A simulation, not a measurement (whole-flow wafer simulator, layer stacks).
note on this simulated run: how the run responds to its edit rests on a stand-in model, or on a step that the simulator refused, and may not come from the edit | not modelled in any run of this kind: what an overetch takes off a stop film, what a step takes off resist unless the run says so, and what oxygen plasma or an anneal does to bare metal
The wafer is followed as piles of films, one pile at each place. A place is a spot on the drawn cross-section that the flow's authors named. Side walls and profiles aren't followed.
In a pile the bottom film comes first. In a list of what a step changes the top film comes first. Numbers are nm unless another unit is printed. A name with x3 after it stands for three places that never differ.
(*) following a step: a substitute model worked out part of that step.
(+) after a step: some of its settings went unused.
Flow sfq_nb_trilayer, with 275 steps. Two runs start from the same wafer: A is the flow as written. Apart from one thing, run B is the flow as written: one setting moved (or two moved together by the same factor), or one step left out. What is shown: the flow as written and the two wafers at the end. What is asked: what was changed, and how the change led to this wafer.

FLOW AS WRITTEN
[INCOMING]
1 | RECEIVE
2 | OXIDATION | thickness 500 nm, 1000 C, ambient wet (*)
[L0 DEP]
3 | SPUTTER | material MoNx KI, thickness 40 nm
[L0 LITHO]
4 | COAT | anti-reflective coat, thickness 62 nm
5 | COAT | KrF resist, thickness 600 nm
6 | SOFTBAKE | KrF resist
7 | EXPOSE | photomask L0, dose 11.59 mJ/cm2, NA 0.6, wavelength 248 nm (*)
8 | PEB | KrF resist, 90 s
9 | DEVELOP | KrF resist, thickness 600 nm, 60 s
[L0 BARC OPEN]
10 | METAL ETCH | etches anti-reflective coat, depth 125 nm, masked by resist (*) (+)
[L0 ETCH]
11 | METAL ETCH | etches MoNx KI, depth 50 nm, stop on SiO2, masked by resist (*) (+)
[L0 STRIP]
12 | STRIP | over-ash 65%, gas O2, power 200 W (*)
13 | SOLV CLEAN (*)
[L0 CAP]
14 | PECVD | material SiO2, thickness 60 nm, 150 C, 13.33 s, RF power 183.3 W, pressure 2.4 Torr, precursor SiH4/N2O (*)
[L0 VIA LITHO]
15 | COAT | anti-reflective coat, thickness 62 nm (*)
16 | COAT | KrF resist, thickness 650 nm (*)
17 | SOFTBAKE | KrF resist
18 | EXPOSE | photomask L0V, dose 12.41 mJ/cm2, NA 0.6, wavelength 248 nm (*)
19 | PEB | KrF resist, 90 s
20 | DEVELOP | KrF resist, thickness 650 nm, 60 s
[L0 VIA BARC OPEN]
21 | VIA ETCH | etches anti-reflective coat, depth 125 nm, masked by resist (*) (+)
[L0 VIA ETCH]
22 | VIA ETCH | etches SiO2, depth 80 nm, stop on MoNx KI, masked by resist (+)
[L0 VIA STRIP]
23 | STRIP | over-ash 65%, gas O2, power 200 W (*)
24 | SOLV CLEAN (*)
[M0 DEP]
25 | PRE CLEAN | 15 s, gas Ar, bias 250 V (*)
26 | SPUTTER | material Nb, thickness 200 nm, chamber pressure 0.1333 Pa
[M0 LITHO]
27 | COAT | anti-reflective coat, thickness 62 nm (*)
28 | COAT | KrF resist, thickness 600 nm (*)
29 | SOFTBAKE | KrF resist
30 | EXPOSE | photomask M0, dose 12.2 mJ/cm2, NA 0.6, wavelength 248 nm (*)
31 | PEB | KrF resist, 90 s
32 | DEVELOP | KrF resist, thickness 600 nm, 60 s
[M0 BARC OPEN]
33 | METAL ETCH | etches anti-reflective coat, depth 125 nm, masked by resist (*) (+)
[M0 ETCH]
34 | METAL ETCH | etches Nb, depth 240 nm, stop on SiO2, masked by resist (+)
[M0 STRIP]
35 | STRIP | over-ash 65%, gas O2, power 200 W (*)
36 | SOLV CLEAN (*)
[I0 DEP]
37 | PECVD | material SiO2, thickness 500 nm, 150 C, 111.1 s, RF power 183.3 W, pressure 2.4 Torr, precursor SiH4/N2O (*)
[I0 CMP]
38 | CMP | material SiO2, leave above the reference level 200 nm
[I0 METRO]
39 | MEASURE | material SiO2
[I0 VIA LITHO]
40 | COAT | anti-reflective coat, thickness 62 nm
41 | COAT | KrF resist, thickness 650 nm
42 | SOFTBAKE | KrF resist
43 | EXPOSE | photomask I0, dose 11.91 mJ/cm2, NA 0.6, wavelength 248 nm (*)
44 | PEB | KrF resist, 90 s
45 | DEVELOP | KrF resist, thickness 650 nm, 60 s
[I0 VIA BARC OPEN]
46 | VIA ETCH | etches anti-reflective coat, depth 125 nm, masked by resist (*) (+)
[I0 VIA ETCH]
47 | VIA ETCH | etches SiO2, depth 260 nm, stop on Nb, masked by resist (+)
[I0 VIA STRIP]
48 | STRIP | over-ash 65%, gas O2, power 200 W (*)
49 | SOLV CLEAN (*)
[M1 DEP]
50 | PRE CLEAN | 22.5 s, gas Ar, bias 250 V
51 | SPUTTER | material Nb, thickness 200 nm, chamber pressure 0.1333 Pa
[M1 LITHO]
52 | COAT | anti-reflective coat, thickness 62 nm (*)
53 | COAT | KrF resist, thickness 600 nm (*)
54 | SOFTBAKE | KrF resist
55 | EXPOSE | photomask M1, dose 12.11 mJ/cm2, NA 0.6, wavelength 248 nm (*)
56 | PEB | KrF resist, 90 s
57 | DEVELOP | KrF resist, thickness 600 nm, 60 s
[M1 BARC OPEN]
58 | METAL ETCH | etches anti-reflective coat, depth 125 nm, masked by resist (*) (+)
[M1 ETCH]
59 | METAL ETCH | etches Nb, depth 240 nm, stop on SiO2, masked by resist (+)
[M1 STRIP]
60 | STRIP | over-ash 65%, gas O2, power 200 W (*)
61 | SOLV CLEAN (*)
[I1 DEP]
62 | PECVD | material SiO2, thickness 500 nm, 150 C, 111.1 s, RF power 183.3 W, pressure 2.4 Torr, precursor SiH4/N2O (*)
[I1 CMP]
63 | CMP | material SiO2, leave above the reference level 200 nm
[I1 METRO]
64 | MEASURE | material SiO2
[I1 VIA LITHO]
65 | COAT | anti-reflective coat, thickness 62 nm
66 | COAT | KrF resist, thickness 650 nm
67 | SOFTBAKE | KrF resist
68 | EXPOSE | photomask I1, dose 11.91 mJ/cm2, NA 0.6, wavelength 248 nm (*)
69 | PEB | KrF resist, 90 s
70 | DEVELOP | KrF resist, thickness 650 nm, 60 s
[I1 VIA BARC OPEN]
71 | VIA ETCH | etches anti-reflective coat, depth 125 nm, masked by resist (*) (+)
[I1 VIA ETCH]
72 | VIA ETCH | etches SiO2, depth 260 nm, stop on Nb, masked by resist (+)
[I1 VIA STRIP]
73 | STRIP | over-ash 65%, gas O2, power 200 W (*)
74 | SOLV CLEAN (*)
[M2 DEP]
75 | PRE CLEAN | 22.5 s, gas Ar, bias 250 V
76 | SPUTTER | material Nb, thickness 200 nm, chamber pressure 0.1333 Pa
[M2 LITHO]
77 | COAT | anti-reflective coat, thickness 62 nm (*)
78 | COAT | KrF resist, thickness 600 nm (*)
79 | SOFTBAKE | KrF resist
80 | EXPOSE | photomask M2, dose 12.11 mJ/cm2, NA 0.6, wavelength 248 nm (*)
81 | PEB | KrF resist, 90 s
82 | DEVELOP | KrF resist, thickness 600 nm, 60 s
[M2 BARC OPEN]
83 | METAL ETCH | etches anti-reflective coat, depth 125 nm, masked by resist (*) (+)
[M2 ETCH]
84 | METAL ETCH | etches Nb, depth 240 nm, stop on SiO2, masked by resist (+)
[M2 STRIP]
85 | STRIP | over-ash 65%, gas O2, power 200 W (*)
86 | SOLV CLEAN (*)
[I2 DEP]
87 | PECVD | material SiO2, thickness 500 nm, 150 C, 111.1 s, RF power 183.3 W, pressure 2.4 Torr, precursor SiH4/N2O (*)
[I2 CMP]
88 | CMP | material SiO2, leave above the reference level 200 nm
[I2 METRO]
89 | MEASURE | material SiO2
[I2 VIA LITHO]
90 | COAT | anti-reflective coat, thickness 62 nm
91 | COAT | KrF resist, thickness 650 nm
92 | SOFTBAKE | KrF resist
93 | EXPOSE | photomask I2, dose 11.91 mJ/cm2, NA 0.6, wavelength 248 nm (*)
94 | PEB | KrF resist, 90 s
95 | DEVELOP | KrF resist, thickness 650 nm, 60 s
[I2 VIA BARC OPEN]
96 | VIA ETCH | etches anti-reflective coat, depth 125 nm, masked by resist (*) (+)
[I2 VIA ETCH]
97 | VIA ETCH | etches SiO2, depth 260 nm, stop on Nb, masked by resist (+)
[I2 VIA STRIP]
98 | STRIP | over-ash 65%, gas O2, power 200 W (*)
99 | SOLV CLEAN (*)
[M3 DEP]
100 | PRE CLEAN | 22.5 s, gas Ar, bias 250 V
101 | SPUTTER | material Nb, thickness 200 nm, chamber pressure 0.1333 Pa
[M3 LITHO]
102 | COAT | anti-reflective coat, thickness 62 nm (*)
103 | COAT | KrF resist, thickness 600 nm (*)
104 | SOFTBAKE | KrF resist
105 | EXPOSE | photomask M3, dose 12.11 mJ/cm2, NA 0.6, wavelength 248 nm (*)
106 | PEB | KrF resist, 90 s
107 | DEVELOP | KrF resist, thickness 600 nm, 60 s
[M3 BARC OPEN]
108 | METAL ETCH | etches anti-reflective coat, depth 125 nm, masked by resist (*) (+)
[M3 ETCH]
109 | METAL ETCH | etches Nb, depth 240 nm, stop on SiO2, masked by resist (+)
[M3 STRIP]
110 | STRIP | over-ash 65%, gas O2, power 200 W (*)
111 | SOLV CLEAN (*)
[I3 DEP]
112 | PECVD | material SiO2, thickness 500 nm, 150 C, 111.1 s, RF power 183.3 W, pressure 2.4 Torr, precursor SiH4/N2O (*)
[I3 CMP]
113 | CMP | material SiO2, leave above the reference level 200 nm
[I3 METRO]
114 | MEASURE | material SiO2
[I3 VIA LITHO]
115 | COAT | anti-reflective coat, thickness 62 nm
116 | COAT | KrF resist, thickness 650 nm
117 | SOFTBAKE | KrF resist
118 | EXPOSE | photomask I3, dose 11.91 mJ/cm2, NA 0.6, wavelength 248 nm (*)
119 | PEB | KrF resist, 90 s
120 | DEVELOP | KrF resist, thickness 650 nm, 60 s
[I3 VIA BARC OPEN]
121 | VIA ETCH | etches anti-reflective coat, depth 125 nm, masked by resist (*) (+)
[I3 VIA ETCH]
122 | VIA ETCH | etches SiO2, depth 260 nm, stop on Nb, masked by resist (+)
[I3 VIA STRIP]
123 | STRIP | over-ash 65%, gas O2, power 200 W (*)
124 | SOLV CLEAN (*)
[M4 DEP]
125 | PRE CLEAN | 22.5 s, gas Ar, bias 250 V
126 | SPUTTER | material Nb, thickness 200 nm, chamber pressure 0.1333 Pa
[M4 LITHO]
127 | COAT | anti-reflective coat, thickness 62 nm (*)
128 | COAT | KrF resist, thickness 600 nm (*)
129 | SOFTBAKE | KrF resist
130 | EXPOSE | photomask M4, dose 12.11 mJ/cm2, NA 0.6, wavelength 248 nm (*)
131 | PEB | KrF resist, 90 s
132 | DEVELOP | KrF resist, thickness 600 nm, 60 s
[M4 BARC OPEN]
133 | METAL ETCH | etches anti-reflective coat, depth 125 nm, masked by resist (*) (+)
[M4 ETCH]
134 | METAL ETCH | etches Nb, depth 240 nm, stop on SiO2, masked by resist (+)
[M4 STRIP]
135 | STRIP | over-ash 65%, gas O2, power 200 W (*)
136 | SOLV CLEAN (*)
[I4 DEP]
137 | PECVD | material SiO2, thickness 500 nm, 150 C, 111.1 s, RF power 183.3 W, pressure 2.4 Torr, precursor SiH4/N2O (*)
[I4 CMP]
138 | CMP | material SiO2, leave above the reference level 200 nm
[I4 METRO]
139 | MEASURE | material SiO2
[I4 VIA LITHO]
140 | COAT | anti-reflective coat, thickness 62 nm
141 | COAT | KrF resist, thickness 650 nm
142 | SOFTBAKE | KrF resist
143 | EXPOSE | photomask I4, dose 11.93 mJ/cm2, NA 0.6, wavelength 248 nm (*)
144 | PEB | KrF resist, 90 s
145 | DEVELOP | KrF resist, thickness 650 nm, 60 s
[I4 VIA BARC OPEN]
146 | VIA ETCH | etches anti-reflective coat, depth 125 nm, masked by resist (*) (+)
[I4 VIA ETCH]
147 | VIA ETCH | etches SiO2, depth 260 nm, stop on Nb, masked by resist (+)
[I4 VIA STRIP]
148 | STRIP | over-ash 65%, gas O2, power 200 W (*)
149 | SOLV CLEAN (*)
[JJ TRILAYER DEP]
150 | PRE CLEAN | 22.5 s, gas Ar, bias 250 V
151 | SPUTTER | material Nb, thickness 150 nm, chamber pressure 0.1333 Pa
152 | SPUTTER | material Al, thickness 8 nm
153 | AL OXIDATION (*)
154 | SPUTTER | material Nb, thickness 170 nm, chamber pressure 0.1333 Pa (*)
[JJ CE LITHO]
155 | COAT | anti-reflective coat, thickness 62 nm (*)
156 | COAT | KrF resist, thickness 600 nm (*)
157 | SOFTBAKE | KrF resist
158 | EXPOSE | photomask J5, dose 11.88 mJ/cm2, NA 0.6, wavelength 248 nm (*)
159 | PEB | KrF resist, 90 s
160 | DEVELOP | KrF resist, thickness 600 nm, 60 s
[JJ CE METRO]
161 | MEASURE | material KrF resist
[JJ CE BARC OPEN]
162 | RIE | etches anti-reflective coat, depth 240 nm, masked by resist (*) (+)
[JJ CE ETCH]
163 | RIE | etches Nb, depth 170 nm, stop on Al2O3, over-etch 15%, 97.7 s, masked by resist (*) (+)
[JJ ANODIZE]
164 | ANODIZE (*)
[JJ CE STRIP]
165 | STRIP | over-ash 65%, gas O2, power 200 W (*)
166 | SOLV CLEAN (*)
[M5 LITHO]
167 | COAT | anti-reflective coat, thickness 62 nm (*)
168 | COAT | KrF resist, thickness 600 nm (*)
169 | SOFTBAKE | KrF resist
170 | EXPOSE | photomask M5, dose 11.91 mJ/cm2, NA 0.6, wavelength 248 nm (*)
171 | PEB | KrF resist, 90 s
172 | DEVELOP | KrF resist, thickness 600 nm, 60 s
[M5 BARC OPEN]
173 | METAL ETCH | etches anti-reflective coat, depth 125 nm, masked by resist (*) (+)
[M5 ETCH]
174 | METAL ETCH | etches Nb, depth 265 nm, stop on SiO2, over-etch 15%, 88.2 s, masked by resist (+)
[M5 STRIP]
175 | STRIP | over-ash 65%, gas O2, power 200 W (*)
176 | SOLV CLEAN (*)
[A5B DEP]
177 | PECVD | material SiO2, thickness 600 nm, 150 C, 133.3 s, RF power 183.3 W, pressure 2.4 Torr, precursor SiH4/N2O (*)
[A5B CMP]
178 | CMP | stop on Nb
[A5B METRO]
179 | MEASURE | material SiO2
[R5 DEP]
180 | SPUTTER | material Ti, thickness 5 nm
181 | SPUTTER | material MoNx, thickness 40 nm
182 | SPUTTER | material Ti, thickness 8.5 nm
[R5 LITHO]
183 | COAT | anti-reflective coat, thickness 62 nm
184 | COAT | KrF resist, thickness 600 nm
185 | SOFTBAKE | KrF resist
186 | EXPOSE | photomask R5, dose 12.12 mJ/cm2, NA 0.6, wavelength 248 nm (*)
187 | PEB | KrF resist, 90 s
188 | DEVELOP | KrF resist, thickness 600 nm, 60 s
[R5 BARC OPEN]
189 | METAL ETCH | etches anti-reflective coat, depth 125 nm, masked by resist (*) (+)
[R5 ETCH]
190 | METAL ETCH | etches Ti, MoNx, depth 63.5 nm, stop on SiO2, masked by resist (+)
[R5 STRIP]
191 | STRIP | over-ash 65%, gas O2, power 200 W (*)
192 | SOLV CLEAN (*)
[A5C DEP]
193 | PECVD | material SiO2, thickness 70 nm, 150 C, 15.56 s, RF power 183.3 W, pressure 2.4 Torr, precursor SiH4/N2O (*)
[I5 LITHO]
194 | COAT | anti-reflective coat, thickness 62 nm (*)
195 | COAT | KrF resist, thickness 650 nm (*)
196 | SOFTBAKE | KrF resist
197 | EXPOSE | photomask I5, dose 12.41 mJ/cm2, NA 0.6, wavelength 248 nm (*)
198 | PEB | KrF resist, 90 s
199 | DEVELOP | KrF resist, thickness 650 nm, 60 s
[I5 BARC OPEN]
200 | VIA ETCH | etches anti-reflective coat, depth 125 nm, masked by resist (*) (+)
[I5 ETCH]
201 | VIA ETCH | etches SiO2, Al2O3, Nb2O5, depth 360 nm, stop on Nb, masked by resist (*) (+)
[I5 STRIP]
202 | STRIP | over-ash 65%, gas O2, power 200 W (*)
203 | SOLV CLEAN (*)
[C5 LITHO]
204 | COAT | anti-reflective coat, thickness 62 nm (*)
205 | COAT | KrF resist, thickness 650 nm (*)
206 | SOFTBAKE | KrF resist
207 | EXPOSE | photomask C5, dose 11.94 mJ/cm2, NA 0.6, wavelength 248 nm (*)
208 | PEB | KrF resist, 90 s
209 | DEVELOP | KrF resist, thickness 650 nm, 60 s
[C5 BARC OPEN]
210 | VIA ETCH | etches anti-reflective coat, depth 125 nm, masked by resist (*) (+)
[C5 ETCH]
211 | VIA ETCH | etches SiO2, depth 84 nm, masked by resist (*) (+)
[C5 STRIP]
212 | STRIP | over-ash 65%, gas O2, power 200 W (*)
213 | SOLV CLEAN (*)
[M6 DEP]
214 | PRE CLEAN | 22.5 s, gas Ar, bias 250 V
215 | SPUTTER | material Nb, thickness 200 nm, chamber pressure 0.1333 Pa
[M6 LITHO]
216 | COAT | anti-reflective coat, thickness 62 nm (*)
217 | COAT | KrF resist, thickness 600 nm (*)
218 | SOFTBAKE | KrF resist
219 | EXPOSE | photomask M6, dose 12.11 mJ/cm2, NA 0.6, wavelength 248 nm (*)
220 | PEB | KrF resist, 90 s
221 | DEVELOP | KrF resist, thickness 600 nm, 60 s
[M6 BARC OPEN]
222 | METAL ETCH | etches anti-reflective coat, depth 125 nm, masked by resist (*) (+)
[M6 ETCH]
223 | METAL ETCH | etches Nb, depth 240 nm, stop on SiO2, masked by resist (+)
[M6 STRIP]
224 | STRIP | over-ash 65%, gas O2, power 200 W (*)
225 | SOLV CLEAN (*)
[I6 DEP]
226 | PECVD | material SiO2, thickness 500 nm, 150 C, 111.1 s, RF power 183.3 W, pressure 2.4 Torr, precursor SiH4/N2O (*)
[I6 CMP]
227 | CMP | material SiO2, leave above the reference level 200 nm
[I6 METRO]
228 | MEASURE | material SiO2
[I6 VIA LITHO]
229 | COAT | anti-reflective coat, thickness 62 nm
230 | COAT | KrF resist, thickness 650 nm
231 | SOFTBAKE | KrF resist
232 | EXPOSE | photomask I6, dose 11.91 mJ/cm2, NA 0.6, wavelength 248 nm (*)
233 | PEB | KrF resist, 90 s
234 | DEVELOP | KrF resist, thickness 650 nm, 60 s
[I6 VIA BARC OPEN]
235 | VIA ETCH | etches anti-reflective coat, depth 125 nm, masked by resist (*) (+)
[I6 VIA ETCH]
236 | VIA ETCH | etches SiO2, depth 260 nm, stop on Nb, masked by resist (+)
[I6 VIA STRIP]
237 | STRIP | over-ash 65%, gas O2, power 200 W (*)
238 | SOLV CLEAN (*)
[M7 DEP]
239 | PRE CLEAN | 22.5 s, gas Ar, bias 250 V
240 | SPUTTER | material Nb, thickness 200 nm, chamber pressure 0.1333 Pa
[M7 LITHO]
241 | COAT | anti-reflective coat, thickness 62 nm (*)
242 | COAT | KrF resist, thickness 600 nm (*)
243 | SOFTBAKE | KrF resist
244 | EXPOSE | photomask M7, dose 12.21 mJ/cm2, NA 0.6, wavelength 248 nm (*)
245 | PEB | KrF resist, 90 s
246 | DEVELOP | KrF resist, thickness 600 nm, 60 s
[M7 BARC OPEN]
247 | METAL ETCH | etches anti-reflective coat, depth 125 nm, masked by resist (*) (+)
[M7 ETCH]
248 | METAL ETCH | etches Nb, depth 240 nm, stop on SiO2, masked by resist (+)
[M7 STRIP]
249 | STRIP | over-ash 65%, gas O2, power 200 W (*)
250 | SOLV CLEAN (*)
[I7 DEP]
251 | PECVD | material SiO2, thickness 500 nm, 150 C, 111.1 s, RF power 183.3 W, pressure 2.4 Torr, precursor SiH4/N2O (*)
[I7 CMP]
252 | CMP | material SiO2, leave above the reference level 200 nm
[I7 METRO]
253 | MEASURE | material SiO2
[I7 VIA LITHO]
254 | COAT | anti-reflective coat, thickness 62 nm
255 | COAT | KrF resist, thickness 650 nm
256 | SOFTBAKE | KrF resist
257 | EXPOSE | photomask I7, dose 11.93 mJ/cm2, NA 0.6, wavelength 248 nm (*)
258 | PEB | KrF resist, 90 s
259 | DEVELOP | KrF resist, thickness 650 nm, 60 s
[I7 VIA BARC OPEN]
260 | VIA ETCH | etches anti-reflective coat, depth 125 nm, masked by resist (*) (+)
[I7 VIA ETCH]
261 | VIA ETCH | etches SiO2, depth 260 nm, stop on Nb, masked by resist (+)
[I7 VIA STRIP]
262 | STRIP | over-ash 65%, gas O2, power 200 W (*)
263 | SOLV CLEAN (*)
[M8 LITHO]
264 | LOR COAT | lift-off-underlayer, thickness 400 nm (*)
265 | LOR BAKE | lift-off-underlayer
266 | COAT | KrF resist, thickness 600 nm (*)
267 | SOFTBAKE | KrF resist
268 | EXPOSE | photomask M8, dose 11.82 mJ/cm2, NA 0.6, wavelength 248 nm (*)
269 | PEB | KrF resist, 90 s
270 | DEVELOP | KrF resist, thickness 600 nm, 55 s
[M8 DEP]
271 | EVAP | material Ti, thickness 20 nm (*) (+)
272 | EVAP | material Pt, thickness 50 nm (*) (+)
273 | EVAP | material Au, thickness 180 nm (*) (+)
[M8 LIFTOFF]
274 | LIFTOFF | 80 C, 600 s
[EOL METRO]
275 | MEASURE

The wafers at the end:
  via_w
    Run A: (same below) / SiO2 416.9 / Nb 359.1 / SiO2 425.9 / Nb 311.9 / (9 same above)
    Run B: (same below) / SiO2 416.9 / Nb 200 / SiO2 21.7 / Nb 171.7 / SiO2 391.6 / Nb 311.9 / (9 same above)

The reason: step 97, VIA ETCH: depth 170.6 nm was run, though the flow has depth 260 nm.

How this came from the change, step by step:
  97 | VIA ETCH | etches SiO2, depth 260 nm, stop on Nb, masked by resist (+)
      via_w: A SiO2 loses 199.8 (all of it) | B SiO2 loses 170.6
      field_l, v_sur, via_wl and 102 more: A KrF resist loses 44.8 | B KrF resist loses 29.4
  98 | STRIP | over-ash 65%, gas O2, power 200 W (*)
      field_l, v_sur, via_wl and 102 more: A KrF resist loses 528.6 (all of it), anti-reflective coat loses 62 (all of it) | B KrF resist loses 544 (all of it), anti-reflective coat loses 62 (all of it)
  100 | PRE CLEAN | 22.5 s, gas Ar, bias 250 V
      via_w: A Nb loses 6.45 | B SiO2 loses 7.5
  101 | SPUTTER | material Nb, thickness 200 nm, chamber pressure 0.1333 Pa
      via_w: A Nb gains 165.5 | B Nb gains 171.7 (new film)
  102 | COAT | anti-reflective coat, thickness 62 nm (*)
      via_w: A anti-reflective coat gains 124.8 (new film) | B anti-reflective coat gains 117 (new film)
  103 | COAT | KrF resist, thickness 600 nm (*)
      via_w: A KrF resist gains 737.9 (new film) | B KrF resist gains 715.4 (new film)
  110 | STRIP | over-ash 65%, gas O2, power 200 W (*)
      via_w: A KrF resist loses 520 (all of it), anti-reflective coat loses 124.8 (all of it) | B KrF resist loses 497.5 (all of it), anti-reflective coat loses 117 (all of it)
  112 | PECVD | material SiO2, thickness 500 nm, 150 C, 111.1 s, RF power 183.3 W, pressure 2.4 Torr, precursor SiH4/N2O (*)
      via_w: A SiO2 gains 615 (new film) | B SiO2 gains 556.1 (new film)
  113 | CMP | material SiO2, leave above the reference level 200 nm
      via_w: A SiO2 loses 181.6 | B SiO2 loses 157.1
Taking metal films that touch as one body, via_w has 6 bodies (between them, from the top down: SiO2 192.5; SiO2 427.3 / Al2O3 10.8 / Nb2O5 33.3; SiO2 391.6; SiO2 21.7; SiO2 416.9); the flow as written gives 5 bodies (between them, from the top down: SiO2 192.5; SiO2 427.3 / Al2O3 10.8 / Nb2O5 33.3; SiO2 425.9; SiO2 416.9).
